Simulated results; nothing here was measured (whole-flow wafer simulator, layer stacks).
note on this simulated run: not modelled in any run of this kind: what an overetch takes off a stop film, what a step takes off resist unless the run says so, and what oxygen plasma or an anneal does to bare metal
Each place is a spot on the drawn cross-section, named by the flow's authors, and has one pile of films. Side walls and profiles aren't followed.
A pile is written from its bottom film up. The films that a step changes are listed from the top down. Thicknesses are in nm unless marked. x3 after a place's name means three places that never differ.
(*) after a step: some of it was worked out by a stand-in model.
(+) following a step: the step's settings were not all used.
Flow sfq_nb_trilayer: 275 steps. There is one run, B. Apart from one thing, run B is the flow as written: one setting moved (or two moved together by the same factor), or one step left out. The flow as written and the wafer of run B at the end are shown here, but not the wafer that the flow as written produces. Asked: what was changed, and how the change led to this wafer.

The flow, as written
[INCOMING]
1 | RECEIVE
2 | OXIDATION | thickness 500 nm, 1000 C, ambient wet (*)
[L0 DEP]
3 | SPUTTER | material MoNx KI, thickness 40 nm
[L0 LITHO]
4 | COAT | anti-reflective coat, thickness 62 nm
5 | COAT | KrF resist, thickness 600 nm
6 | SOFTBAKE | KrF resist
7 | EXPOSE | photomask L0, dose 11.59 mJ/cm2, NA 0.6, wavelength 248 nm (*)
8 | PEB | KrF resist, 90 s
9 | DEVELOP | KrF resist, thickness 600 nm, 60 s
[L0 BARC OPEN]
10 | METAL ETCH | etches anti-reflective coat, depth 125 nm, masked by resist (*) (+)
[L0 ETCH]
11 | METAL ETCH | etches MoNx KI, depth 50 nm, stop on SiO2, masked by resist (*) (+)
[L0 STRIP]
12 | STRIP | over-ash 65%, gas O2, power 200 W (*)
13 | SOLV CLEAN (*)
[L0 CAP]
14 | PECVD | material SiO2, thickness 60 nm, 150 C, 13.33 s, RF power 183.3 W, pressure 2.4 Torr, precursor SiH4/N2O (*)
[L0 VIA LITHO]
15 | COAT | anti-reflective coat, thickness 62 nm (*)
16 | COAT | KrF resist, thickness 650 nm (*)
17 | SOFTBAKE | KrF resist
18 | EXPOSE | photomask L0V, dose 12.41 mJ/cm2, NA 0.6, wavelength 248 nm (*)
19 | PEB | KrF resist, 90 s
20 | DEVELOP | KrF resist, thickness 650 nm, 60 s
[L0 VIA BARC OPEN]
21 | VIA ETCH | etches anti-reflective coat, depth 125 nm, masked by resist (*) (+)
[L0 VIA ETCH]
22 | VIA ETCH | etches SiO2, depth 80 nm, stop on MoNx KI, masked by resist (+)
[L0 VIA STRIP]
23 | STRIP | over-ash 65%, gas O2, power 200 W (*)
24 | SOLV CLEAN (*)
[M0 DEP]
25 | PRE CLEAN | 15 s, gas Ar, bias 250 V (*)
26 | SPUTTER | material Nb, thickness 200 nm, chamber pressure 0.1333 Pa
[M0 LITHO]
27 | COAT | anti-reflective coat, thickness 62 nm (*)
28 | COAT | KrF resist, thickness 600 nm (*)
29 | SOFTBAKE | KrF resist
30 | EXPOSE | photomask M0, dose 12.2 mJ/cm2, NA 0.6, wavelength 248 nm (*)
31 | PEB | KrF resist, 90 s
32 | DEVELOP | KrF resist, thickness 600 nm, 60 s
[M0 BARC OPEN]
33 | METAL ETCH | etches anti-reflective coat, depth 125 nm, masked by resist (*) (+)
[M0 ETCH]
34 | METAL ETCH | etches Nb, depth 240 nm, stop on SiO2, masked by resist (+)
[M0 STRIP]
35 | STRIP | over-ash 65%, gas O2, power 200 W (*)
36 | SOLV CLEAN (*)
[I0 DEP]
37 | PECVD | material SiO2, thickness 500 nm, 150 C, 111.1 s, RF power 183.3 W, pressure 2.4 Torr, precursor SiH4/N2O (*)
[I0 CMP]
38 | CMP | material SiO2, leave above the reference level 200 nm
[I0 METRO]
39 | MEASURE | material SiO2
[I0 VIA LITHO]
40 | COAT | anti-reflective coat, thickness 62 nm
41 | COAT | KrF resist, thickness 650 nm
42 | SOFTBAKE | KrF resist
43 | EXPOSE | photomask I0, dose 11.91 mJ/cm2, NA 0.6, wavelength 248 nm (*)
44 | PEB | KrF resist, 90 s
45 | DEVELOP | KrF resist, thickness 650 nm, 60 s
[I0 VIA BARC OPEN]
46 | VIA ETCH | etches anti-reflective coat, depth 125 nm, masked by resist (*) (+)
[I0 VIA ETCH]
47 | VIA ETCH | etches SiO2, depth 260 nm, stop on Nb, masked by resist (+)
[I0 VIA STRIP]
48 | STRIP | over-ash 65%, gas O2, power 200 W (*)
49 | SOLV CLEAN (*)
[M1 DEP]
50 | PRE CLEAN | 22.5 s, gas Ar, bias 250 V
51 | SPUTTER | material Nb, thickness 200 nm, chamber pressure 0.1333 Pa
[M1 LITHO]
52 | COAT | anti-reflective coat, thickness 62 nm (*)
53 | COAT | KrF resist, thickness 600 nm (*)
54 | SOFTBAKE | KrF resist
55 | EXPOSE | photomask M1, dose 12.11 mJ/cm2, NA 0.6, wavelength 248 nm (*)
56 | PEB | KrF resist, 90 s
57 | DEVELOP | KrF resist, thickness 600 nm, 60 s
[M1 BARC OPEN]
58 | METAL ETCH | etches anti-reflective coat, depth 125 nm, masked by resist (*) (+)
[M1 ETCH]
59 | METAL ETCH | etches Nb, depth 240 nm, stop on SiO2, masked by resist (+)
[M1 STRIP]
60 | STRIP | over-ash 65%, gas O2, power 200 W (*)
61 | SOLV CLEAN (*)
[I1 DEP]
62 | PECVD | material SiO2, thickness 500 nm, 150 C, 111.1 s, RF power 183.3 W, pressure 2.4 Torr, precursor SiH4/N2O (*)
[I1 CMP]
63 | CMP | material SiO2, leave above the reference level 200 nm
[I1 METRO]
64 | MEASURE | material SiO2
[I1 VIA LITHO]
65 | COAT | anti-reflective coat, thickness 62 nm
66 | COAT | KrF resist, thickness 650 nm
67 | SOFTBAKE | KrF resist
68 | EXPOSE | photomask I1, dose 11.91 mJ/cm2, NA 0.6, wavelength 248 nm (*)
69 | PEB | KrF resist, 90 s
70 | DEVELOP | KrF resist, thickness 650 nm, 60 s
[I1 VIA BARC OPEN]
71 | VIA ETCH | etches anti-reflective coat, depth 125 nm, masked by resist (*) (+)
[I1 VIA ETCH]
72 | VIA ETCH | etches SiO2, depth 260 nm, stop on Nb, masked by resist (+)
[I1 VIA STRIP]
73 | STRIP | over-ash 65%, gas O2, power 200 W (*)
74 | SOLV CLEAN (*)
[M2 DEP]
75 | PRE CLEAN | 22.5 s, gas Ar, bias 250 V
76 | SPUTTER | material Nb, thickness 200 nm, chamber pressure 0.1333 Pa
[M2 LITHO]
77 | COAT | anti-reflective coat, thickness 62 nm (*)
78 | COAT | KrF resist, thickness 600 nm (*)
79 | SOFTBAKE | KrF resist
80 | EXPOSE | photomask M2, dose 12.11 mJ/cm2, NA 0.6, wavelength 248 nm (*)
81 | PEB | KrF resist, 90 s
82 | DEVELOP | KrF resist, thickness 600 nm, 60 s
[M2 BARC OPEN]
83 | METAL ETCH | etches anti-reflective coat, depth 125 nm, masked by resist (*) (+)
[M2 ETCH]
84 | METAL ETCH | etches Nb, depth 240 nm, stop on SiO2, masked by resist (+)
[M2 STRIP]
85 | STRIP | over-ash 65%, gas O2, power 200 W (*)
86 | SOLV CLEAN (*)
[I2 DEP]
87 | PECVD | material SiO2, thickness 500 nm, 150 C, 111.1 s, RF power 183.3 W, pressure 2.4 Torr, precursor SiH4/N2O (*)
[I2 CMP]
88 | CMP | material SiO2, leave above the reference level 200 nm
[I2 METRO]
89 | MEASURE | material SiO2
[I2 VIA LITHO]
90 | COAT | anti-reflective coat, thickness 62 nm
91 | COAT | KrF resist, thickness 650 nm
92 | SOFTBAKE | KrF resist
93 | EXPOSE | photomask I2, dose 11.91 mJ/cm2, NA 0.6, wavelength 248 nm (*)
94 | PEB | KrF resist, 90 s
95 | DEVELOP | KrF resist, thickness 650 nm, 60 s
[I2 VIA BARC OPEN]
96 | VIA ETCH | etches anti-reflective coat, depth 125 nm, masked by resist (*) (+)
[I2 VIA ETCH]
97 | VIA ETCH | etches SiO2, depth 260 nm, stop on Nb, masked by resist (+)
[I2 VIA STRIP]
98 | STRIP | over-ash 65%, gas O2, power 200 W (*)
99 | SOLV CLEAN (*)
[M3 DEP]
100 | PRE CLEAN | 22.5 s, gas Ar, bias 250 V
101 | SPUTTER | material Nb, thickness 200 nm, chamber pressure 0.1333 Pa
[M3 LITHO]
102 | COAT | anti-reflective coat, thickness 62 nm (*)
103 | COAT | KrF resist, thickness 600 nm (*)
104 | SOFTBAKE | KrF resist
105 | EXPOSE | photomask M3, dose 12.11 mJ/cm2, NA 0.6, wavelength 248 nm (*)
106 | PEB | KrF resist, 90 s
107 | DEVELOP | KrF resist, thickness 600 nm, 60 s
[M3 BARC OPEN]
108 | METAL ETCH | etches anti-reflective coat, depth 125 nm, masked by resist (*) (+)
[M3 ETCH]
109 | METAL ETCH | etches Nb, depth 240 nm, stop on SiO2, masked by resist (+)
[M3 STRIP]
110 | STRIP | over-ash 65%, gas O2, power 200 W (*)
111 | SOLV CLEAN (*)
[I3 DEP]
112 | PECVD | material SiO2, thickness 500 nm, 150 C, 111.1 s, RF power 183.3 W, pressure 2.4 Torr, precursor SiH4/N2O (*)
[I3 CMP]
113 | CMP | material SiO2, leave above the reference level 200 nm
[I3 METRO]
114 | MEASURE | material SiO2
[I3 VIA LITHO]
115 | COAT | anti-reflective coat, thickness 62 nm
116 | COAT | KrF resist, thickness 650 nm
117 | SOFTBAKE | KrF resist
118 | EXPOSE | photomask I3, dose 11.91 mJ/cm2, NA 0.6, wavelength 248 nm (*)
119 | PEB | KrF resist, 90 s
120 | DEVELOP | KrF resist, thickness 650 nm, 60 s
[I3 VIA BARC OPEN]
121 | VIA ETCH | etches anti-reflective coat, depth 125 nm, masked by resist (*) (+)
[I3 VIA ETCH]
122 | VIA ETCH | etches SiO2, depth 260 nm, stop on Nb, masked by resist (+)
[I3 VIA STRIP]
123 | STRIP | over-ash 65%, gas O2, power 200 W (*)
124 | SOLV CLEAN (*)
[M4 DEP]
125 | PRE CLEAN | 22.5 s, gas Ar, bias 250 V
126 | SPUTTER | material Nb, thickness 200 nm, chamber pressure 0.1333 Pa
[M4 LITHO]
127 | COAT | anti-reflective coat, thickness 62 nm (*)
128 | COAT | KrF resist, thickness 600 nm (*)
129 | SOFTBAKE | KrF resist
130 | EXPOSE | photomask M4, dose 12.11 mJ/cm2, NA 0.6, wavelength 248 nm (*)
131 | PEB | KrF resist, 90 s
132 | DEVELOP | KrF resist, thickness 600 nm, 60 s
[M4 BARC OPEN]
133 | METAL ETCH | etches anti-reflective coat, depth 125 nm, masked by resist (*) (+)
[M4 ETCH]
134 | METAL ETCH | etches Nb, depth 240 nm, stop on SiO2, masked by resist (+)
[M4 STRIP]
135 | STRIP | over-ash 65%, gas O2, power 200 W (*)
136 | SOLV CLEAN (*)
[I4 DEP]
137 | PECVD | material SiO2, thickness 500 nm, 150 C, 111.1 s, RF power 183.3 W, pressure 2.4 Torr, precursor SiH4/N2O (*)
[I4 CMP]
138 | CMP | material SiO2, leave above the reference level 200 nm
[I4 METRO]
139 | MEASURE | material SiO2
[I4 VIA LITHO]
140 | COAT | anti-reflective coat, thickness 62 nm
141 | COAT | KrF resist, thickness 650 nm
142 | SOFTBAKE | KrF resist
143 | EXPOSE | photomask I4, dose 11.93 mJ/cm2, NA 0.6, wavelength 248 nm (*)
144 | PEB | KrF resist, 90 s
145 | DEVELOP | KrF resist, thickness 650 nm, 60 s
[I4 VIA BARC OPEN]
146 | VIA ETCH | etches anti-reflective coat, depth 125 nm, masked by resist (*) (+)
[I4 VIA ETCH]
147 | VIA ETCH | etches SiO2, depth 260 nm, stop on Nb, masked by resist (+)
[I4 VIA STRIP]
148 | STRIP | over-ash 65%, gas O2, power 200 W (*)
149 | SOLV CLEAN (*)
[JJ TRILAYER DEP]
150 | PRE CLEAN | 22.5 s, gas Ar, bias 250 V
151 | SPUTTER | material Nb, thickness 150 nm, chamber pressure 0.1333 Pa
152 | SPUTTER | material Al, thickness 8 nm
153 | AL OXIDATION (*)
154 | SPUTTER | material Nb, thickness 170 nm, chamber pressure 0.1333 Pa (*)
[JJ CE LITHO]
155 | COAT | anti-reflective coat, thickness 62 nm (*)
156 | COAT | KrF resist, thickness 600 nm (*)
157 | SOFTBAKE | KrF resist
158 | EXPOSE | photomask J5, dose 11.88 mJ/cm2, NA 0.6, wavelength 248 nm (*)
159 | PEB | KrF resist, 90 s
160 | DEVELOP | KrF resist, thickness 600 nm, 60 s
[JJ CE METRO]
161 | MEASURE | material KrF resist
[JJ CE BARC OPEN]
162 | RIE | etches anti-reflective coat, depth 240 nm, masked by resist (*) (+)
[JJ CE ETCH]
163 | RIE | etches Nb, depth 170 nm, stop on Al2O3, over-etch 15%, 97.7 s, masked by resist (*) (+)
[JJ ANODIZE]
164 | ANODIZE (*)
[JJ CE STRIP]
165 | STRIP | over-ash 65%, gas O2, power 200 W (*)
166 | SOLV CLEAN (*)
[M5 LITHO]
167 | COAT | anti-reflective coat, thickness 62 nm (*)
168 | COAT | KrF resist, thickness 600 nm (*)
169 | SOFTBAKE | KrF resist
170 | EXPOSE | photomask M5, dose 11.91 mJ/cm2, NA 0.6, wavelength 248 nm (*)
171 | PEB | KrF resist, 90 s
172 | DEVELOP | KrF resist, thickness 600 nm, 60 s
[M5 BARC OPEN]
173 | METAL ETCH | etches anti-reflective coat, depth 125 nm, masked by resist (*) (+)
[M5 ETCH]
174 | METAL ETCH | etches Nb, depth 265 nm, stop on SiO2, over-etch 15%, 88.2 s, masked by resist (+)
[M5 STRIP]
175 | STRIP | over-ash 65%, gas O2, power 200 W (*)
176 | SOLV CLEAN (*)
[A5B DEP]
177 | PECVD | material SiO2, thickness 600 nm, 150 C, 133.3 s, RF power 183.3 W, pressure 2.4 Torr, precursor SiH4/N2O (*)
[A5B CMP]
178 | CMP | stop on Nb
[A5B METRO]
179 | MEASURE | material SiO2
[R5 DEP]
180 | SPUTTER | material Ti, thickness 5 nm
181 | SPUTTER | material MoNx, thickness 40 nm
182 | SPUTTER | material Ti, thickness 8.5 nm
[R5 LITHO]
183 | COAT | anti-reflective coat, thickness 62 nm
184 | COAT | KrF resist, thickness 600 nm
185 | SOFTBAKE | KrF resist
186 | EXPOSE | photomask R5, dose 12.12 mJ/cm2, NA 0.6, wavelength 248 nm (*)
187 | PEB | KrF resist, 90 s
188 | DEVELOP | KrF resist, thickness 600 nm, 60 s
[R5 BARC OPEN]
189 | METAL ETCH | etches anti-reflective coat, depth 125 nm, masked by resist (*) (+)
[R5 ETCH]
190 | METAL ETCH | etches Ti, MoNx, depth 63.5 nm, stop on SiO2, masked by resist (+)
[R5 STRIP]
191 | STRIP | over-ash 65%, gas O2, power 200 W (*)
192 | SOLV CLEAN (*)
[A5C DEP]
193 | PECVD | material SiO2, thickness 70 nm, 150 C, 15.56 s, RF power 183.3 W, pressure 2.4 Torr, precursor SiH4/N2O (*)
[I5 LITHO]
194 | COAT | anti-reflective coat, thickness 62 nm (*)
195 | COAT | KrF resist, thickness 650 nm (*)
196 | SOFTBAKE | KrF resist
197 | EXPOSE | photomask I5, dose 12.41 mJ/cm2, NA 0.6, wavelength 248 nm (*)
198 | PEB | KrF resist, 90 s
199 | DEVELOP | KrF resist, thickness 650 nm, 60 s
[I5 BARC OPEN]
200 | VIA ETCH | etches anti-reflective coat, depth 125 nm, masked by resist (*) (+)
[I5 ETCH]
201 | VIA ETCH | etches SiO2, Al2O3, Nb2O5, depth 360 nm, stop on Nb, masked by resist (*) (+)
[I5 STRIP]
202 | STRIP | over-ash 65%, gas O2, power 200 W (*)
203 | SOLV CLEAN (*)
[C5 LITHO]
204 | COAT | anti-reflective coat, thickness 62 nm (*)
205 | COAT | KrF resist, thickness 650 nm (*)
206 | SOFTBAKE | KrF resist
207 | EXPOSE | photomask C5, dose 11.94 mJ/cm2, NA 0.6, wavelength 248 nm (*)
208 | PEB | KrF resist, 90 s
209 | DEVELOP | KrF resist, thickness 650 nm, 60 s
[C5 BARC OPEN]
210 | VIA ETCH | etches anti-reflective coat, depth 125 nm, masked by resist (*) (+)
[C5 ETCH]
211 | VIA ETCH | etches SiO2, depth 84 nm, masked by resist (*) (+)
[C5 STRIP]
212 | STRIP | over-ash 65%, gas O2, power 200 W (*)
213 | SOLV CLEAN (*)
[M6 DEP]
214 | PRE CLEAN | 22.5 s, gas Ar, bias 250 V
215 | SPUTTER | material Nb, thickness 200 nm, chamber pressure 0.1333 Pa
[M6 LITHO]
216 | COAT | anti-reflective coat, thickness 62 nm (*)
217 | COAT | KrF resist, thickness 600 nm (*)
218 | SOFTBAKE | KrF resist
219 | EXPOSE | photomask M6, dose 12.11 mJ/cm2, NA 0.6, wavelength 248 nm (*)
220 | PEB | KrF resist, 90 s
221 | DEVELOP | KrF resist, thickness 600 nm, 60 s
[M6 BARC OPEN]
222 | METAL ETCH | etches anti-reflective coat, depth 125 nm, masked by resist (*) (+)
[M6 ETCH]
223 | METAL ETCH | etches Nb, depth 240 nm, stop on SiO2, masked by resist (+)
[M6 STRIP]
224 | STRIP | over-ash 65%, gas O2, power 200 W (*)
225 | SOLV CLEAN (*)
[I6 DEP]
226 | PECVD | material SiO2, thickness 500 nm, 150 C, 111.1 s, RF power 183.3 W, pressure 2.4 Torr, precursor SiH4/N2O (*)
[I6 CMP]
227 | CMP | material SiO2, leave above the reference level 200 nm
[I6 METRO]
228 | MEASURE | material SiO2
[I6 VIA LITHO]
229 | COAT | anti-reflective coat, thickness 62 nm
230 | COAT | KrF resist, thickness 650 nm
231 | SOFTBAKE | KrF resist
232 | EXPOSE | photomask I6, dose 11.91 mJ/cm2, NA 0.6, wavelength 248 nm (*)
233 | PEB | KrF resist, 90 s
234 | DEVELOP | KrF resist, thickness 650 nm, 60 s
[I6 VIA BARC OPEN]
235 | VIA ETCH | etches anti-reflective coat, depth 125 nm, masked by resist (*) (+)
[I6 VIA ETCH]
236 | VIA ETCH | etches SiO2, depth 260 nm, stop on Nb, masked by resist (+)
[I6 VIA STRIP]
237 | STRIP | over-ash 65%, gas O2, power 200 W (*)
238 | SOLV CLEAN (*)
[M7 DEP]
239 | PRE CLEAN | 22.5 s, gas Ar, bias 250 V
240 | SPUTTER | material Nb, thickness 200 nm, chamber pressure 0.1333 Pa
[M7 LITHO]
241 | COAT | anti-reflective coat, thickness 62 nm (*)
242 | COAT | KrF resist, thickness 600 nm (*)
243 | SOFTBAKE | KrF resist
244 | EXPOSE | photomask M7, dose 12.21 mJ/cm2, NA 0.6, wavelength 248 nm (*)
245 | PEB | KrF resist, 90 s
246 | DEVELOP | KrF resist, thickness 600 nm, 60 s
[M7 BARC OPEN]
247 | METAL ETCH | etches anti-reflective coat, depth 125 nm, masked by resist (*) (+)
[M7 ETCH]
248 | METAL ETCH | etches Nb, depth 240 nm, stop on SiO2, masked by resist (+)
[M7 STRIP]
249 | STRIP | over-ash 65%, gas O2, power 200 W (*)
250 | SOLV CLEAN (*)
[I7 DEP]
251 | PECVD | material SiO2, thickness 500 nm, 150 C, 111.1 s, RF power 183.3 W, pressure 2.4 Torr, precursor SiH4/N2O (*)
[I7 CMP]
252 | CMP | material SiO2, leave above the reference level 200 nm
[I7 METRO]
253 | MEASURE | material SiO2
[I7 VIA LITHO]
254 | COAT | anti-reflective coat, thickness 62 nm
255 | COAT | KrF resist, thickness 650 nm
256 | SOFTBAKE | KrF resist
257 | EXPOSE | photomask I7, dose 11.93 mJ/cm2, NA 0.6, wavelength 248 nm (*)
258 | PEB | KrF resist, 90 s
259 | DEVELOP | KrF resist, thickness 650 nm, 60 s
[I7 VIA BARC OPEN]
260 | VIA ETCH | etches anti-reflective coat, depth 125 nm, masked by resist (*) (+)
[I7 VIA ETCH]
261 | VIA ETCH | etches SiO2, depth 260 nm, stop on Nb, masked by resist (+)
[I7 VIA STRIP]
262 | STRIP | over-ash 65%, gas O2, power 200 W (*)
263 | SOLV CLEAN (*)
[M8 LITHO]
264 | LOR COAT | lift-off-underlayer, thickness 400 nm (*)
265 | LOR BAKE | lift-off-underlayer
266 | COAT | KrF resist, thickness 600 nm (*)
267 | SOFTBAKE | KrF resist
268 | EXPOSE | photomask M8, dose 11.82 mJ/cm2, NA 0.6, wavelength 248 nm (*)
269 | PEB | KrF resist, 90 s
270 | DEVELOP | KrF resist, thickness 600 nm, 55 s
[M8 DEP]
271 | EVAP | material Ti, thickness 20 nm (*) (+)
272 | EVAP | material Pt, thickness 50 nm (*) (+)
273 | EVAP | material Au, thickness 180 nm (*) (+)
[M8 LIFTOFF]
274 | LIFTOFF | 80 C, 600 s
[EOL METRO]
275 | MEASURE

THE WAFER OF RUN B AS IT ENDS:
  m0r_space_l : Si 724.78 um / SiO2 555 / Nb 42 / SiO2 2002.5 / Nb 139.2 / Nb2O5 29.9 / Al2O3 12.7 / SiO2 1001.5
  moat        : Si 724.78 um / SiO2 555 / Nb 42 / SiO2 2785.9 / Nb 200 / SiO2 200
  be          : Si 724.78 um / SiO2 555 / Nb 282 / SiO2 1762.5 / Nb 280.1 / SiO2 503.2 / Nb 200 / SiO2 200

Cause: step 26, SPUTTER: thickness 282 nm was run, though the flow has thickness 200 nm.
The wafer lets one read it off: be has Nb 282, and step 26 as written asks for 200 nm.

The path from the change to this, step by step:
  26 | SPUTTER | material Nb, thickness 200 nm, chamber pressure 0.1333 Pa
      field_l, v_sur, via_wl and 102 more: +282 Nb (new film) (it would be, as written: +200 Nb (new film))
      l0v: +277.9 Nb (new film) (it would be, as written: +195.7 Nb (new film))
  34 | METAL ETCH | etches Nb, depth 240 nm, stop on SiO2, masked by resist (+)
      moat, m0r_space_l, m0r_space_r: -240 Nb (it would be, as written: -200 Nb (all of it))
  37 | PECVD | material SiO2, thickness 500 nm, 150 C, 111.1 s, RF power 183.3 W, pressure 2.4 Torr, precursor SiH4/N2O (*)
      moat, m0r_space_l, m0r_space_r: +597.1 SiO2 (new film) (it would be, as written: +557.1 SiO2)
Taking metal films that touch as one body, m0r_space_l has 2 bodies (between them, from the top down: SiO2 2002.5); the flow as written gives 1 body.
Taking metal films that touch as one body, moat has 2 bodies (between them, from the top down: SiO2 2785.9); the flow as written gives 1 body.
